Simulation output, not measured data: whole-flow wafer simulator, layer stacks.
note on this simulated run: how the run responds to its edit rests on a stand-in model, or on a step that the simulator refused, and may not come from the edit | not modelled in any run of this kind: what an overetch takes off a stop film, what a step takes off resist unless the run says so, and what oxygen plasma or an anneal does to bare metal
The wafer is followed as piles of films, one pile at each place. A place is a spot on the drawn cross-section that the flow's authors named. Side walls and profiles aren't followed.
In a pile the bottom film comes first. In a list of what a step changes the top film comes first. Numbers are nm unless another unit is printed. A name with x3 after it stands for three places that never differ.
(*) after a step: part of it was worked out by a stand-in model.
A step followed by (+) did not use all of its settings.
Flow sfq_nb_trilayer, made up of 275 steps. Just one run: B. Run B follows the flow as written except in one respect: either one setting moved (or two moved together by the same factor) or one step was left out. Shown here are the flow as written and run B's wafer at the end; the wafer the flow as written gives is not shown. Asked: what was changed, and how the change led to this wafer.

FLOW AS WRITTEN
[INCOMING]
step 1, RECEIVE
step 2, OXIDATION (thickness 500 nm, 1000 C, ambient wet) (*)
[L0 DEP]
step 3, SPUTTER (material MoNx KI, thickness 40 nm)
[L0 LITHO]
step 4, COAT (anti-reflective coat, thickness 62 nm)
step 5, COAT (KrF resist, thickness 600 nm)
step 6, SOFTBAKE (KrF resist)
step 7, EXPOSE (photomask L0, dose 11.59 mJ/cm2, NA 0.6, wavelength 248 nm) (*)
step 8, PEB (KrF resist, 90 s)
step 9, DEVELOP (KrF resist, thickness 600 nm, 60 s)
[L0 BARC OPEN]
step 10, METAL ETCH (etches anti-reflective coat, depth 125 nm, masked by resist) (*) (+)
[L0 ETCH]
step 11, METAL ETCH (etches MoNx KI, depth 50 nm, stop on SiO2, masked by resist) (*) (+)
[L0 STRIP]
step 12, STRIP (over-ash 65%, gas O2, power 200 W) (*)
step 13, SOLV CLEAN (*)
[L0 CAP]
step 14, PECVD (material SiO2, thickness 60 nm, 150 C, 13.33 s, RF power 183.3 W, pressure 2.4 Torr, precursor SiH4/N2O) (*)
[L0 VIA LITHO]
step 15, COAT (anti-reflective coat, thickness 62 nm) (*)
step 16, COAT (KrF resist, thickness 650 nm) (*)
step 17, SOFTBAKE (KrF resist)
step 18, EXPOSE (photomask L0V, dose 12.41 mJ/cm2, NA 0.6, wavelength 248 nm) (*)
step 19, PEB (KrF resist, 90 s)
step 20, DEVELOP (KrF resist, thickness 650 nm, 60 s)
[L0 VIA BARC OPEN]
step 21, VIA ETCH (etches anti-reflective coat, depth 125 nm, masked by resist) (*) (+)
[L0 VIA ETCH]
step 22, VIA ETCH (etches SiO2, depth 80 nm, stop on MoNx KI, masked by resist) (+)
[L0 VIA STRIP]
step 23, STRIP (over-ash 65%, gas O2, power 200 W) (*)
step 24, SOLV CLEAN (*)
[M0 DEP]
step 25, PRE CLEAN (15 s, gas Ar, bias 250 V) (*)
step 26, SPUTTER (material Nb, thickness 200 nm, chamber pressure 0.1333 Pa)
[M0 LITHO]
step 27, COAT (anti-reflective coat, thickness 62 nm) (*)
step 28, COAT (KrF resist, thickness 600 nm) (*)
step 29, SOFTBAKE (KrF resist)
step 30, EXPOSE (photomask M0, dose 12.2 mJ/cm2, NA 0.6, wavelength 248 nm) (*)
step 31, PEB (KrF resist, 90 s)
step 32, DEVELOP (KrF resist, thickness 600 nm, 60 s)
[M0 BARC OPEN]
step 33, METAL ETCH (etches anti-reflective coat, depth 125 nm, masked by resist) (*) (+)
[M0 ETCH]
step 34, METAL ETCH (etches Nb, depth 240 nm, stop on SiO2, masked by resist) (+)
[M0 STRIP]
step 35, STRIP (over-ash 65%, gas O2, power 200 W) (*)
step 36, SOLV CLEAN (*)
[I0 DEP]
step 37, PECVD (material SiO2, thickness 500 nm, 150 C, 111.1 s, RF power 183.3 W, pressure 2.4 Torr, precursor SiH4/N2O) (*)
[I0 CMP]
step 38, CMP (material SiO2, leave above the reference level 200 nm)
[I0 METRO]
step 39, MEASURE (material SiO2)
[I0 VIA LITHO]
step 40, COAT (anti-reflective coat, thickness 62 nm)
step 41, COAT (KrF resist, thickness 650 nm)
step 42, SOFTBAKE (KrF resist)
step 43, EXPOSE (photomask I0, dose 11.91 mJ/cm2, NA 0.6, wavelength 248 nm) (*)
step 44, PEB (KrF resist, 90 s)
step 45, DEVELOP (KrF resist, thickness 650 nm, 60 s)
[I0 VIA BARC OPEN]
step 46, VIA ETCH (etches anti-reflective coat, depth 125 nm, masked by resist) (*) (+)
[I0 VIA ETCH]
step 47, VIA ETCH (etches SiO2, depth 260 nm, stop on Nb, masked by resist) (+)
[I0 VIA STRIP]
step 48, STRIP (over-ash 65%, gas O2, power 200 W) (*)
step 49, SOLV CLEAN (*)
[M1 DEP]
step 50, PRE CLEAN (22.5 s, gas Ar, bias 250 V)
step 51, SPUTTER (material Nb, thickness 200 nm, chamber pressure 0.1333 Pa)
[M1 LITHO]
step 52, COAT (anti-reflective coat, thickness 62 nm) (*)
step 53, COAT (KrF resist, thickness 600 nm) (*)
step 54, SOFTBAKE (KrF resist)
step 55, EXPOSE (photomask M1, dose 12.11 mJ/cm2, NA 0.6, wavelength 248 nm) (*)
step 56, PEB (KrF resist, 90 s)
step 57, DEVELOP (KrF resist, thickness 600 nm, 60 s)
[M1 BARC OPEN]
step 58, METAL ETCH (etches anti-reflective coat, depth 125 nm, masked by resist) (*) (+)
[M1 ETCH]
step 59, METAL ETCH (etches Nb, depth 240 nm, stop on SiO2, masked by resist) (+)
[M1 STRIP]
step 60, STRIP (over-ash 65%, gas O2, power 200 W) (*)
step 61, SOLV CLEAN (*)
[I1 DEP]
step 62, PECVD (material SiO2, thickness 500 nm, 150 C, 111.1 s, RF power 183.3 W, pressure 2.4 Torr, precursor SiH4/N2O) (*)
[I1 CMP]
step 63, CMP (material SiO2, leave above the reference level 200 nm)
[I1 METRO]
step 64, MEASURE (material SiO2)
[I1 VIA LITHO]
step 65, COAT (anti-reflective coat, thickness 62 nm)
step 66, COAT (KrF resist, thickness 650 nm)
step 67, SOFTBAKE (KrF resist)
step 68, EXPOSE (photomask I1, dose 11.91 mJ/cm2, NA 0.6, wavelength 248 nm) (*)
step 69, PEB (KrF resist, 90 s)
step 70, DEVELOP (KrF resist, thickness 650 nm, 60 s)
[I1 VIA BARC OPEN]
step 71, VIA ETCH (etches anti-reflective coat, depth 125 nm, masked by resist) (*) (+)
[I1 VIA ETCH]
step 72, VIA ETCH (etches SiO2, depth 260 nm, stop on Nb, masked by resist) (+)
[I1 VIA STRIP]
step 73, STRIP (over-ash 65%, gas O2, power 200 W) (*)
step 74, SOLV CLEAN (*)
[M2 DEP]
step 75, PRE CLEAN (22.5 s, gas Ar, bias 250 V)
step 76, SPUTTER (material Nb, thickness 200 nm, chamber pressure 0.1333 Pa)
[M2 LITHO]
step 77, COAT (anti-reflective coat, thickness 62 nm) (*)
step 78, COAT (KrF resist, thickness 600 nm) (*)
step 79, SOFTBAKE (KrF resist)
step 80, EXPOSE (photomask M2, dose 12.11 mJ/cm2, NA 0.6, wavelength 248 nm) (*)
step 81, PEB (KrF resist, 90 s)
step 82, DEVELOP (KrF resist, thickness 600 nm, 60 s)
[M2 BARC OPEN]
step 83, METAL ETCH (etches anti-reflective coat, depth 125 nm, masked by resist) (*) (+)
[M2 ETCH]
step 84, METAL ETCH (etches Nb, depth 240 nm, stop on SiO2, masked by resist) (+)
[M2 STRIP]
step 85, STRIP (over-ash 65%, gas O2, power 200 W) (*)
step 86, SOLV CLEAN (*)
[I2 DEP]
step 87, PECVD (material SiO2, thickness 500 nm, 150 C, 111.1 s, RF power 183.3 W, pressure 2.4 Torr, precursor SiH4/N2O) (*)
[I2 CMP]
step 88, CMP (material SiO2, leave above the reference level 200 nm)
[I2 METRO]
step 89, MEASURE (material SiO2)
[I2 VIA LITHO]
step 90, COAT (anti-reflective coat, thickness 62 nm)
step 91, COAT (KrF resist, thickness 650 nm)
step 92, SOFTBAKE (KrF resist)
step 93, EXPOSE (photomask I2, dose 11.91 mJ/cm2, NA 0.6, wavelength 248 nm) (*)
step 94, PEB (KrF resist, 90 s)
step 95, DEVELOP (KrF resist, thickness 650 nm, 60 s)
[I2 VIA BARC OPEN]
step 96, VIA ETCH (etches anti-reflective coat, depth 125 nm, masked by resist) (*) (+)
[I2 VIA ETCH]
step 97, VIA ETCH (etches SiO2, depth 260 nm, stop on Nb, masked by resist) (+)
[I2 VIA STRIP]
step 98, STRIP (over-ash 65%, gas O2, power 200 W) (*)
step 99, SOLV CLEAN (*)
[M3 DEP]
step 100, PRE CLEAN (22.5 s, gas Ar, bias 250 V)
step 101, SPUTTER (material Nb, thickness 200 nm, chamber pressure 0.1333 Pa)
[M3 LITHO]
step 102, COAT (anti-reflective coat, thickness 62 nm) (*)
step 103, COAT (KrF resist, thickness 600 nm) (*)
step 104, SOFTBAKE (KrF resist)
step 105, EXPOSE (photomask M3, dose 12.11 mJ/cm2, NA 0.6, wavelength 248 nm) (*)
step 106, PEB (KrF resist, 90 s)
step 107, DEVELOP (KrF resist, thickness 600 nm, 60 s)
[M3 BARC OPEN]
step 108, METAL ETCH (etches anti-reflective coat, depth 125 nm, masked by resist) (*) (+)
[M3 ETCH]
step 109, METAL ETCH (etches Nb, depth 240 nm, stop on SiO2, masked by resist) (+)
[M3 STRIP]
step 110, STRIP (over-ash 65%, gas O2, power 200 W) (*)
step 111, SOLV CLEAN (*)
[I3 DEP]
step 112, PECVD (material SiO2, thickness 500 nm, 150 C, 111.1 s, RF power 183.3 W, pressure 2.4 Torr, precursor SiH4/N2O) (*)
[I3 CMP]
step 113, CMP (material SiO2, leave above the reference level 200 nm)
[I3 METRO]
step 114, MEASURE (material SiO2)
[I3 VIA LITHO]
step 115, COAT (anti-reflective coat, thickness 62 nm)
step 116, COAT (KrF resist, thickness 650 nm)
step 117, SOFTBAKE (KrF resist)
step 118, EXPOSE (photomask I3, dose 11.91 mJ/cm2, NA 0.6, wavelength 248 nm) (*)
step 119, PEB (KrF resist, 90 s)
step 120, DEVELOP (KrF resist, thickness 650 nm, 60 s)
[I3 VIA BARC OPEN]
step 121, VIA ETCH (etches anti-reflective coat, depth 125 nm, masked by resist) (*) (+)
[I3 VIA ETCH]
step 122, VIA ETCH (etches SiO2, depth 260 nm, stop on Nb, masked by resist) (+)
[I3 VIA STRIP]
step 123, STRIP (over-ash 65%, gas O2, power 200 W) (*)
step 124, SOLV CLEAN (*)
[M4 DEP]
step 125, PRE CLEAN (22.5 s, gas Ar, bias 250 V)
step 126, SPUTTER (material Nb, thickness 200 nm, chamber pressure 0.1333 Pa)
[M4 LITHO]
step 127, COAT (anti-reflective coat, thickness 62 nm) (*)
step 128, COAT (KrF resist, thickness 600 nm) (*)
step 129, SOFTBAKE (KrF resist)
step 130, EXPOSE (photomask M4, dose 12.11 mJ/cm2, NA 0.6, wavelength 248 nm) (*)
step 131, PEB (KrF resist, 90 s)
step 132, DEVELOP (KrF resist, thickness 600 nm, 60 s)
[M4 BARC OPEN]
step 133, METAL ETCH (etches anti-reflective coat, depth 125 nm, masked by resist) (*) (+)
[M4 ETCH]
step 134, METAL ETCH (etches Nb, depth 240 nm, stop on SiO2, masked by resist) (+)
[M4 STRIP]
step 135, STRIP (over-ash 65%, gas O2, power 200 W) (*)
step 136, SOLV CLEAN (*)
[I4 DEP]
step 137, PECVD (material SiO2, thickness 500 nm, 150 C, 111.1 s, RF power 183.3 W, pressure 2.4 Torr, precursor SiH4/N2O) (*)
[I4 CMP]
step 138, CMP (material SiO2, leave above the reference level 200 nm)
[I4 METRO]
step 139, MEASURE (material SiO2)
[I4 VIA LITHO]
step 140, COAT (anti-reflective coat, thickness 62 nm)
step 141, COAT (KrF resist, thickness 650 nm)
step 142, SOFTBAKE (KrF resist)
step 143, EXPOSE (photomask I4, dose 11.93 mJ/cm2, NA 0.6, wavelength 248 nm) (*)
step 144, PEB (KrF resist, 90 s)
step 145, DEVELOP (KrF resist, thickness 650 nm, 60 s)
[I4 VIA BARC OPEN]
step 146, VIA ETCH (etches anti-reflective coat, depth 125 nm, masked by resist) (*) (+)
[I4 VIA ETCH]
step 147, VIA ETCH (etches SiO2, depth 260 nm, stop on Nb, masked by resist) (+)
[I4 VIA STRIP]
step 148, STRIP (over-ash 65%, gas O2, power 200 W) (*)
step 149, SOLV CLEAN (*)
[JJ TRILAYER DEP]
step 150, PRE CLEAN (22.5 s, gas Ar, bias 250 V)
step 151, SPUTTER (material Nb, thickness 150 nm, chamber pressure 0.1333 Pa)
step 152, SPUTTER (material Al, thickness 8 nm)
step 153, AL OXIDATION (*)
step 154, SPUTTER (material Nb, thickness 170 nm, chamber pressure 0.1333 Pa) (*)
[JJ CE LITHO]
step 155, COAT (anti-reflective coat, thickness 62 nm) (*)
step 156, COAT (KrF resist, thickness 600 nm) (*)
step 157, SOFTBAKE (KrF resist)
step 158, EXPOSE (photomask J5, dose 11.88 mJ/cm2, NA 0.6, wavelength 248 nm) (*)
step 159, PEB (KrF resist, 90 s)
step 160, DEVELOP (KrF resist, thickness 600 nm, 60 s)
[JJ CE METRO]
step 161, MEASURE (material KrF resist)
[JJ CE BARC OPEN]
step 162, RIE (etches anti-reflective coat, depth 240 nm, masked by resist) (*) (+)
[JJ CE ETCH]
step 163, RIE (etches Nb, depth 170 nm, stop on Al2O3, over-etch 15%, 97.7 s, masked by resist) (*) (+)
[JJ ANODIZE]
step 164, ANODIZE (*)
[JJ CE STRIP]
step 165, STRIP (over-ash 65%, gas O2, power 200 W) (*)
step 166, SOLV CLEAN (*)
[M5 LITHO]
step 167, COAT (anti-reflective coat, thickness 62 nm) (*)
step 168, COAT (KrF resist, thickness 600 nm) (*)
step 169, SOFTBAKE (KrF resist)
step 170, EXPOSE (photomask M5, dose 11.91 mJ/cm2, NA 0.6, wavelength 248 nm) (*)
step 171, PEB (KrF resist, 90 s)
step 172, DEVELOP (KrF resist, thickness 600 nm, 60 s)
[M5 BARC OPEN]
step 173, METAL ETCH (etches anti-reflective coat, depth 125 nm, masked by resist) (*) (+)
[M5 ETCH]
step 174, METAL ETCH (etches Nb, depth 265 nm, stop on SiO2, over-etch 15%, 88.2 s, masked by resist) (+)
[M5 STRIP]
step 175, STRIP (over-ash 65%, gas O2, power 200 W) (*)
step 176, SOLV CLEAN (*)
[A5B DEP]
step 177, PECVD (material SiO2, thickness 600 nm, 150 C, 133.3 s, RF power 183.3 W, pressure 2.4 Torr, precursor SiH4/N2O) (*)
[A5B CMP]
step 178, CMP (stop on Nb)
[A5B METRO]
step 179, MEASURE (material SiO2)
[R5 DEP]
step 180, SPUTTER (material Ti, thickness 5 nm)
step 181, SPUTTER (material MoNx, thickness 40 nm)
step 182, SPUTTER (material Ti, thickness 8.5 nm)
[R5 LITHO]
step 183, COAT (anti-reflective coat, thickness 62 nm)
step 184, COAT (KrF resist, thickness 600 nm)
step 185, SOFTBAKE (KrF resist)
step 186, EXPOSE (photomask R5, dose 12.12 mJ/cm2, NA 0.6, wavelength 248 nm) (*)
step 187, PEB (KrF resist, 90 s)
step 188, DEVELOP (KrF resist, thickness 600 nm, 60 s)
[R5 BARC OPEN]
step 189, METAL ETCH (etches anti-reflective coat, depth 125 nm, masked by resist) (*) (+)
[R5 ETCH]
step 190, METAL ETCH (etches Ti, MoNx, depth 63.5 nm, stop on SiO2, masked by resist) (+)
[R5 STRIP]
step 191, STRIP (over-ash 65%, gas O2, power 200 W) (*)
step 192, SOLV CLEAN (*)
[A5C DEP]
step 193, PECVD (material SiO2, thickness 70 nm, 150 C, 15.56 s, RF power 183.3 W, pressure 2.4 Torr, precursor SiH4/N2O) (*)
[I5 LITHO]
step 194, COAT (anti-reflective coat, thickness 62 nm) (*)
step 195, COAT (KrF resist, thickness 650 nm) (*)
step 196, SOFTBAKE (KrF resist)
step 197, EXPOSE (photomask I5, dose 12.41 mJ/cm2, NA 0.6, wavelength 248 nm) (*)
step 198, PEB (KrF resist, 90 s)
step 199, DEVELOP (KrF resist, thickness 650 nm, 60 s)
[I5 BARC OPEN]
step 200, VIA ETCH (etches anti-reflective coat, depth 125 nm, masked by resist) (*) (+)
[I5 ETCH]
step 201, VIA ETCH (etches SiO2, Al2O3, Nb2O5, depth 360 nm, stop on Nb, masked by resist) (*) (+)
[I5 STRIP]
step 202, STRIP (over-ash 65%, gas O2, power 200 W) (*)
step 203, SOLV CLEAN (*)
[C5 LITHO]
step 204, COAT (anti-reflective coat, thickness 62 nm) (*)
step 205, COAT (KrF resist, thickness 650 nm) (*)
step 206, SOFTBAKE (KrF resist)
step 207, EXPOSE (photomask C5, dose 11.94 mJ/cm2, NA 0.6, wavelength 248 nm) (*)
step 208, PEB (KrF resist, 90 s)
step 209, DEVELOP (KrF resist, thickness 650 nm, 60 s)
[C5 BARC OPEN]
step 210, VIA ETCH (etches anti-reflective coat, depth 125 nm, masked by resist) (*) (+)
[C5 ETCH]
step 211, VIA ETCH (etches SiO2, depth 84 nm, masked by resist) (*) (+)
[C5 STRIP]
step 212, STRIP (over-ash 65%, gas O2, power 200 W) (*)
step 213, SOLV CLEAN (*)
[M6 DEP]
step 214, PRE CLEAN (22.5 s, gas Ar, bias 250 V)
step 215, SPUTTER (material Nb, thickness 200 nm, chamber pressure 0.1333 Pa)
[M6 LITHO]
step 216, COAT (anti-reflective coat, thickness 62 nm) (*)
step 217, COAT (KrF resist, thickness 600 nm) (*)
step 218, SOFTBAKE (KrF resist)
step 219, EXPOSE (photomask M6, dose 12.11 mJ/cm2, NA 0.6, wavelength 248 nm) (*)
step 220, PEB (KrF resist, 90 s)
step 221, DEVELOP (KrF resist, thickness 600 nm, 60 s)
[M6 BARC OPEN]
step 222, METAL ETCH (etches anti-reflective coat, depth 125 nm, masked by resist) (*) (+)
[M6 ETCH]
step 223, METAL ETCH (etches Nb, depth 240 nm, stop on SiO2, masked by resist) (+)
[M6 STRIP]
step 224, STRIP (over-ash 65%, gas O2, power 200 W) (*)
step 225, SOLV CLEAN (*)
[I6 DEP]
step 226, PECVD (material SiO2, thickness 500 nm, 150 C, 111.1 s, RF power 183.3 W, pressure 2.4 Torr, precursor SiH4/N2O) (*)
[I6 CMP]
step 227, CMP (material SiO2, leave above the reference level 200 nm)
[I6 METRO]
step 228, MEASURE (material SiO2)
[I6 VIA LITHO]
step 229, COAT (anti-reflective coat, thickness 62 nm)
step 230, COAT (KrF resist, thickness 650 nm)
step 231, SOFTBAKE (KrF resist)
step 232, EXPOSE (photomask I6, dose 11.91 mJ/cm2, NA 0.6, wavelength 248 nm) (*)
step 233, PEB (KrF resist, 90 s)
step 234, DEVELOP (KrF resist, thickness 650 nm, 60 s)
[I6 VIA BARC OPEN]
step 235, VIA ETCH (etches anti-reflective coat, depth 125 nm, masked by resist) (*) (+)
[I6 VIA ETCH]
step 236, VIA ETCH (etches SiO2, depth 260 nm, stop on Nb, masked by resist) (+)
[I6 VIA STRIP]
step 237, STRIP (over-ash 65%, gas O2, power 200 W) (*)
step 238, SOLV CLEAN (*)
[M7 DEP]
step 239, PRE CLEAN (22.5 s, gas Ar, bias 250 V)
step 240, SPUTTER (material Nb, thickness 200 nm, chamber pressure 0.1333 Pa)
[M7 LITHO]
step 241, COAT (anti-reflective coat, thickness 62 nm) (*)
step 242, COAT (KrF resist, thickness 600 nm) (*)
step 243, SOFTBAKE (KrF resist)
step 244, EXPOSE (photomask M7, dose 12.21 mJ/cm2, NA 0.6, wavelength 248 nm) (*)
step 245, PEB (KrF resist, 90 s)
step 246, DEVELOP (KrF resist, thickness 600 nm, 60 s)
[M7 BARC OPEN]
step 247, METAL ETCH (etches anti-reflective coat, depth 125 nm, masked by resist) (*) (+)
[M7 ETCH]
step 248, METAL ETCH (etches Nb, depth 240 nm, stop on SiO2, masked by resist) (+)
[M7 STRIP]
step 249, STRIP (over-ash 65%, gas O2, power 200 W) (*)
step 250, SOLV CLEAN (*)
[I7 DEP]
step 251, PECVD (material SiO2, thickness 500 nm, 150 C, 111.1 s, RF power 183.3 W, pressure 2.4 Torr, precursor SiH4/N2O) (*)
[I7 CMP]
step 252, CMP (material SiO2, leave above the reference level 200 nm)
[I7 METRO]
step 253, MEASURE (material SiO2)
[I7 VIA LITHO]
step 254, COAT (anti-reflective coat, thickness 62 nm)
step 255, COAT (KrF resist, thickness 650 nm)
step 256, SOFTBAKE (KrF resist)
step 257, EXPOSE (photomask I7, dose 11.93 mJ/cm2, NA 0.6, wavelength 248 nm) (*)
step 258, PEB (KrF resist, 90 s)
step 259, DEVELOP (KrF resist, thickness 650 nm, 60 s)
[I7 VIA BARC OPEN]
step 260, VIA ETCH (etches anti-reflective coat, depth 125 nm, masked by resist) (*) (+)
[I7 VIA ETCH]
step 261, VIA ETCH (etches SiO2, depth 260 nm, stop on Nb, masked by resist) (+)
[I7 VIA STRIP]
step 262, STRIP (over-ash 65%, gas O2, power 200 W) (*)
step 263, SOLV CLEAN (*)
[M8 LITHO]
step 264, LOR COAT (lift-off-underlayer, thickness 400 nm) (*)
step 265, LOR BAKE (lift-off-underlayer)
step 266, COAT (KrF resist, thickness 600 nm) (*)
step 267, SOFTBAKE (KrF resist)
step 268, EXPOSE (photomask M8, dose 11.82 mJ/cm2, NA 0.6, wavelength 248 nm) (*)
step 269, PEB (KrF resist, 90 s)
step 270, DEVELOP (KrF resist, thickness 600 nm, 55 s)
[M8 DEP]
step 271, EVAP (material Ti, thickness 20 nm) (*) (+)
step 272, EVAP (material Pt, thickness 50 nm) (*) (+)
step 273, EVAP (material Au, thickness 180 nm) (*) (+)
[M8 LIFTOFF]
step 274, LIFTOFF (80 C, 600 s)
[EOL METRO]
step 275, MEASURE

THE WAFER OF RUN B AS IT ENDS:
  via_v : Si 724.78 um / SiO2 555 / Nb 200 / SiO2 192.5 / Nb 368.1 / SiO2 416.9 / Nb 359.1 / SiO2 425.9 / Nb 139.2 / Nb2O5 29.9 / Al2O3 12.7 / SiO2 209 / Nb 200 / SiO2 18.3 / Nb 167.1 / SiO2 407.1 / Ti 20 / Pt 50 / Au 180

What caused this: step 236, VIA ETCH: depth 174 nm was run, though the flow has depth 260 nm.

How this came from the change, step by step:
  step 236, VIA ETCH (etches SiO2, depth 260 nm, stop on Nb, masked by resist) (+)
      via_v: SiO2 loses 174 (as written it would have been: SiO2 loses 199.8 (all of it))
      field_l, v_sur, via_wl and 102 more: KrF resist loses 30 (as written it would have been: KrF resist loses 44.8)
  step 237, STRIP (over-ash 65%, gas O2, power 200 W) (*)
      field_l, v_sur, via_wl and 102 more: KrF resist loses 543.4 (all of it), anti-reflective coat loses 62 (all of it) (as written it would have been: KrF resist loses 528.6 (all of it), anti-reflective coat loses 62 (all of it))
  step 239, PRE CLEAN (22.5 s, gas Ar, bias 250 V)
      via_v: SiO2 loses 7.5 (as written it would have been: Nb loses 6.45)
  step 240, SPUTTER (material Nb, thickness 200 nm, chamber pressure 0.1333 Pa)
      via_v: Nb gains 167.1 (new film) (as written it would have been: Nb gains 161.1)
  step 241, COAT (anti-reflective coat, thickness 62 nm) (*)
      via_v: anti-reflective coat gains 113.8 (new film) (as written it would have been: anti-reflective coat gains 126 (new film))
      wire: anti-reflective coat gains 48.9 (new film) (as written it would have been: anti-reflective coat gains 50.3 (new film))
  step 242, COAT (KrF resist, thickness 600 nm) (*)
      via_v: KrF resist gains 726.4 (new film) (as written it would have been: KrF resist gains 742.5 (new film))
  step 249, STRIP (over-ash 65%, gas O2, power 200 W) (*)
      via_v: KrF resist loses 508.4 (all of it), anti-reflective coat loses 113.8 (all of it) (as written it would have been: KrF resist loses 524.5 (all of it), anti-reflective coat loses 126 (all of it))
      wire: KrF resist loses 376.7 (all of it), anti-reflective coat loses 48.9 (all of it) (as written it would have been: KrF resist loses 374.1 (all of it), anti-reflective coat loses 50.3 (all of it))
  step 251, PECVD (material SiO2, thickness 500 nm, 150 C, 111.1 s, RF power 183.3 W, pressure 2.4 Torr, precursor SiH4/N2O) (*)
      via_v: SiO2 gains 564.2 (new film) (as written it would have been: SiO2 gains 621 (new film))
  step 252, CMP (material SiO2, leave above the reference level 200 nm)
      via_v: SiO2 loses 157.1 (as written it would have been: SiO2 loses 183.1)
If metal films that touch count as one body, via_v has 7 bodies (between them, from the top down: SiO2 407.1; SiO2 18.3; SiO2 209 / Al2O3 12.7 / Nb2O5 29.9; SiO2 425.9; SiO2 416.9; SiO2 192.5); the flow as written gives 6 bodies (between them, from the top down: SiO2 437.8; SiO2 209 / Al2O3 12.7 / Nb2O5 29.9; SiO2 425.9; SiO2 416.9; SiO2 192.5).
